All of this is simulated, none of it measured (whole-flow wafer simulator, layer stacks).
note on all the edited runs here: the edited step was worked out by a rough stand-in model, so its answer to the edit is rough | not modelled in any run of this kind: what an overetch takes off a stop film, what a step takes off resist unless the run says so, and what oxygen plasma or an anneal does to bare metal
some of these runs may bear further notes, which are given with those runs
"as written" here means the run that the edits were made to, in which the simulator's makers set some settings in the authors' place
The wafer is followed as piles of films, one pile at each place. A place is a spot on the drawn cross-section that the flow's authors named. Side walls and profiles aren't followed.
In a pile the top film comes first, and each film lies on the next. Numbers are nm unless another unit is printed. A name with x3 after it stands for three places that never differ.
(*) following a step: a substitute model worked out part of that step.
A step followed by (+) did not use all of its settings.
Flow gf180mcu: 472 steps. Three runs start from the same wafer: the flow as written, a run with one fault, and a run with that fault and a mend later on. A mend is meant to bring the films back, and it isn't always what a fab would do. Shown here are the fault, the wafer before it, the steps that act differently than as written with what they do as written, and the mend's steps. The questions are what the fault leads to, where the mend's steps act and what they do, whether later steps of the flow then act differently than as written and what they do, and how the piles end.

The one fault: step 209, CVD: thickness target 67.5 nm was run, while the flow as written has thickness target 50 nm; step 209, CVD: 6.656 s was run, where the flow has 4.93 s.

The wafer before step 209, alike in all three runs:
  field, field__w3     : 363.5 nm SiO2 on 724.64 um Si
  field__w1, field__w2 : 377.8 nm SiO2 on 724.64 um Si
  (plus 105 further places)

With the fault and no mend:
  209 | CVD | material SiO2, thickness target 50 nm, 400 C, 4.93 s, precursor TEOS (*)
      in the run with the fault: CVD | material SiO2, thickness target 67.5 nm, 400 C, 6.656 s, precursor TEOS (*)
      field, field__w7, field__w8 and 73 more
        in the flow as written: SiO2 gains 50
        in the run with the fault: SiO2 gains 66.9
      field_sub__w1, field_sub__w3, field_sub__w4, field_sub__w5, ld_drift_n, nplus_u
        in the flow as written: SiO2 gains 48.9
        in the run with the fault: SiO2 gains 65.5
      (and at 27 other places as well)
  Steps further on in the flow that do not act as written (11 other steps are not shown; they differ only slightly, by no more than 2% or 0.5 nm, whichever is larger):
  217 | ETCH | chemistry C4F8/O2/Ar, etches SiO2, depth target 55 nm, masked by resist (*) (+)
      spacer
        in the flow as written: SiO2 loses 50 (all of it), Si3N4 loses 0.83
        in the run with the fault: SiO2 loses 55
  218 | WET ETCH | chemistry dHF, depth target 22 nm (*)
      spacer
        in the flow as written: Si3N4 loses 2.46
        in the run with the fault: SiO2 loses 11.9 (all of it), Si3N4 loses 2.83
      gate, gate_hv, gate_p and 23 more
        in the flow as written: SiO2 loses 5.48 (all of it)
        in the run with the fault: SiO2 loses 22.4 (all of it)
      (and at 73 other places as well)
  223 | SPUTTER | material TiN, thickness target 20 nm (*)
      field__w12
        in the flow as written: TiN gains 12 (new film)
        in the run with the fault: TiN gains 12.7 (new film)
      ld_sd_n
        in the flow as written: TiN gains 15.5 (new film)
        in the run with the fault: TiN gains 16.1 (new film)
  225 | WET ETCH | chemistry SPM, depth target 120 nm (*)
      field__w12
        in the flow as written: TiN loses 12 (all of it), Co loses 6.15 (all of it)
        in the run with the fault: TiN loses 12.7 (all of it), Co loses 6.43 (all of it)
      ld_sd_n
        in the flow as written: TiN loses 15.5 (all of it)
        in the run with the fault: TiN loses 16.1 (all of it)
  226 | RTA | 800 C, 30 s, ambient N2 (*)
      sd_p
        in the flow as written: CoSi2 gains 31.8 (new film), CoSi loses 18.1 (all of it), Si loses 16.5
        in the run with the fault: CoSi2 gains 30.9 (new film), CoSi loses 17.6 (all of it), Si loses 16
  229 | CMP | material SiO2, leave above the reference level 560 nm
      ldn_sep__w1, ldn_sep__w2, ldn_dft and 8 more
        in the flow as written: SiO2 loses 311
        in the run with the fault: SiO2 loses 318.5
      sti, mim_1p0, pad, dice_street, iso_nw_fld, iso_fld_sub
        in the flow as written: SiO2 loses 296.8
        in the run with the fault: SiO2 loses 304.3
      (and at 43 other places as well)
  At sd_p, the piles at the end differ from the flow's by more than 2% or 0.5 nm, whichever is larger.
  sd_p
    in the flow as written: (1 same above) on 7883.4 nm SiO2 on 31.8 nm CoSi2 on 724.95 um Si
    in the run with the fault: (1 same above) on 7883.4 nm SiO2 on 30.9 nm CoSi2 on 724.95 um Si

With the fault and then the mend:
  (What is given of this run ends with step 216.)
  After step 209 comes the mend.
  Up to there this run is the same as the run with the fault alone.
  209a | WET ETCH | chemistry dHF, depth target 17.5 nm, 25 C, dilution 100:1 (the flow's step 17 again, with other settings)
      field, field__w1, field__w2 and 106 more
        SiO2 loses 17.5
  None of the later steps of the flow up to step 216 differs from how it acts as written, at any place that is followed, by more than 2% or 0.5 nm, whichever is larger.
  After step 216, at ld_drn_p, the piles differ from the flow's by more than 2% or 0.5 nm, whichever is larger.
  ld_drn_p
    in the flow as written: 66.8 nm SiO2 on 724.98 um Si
    in the run with the mend: 64.8 nm SiO2 on 724.98 um Si
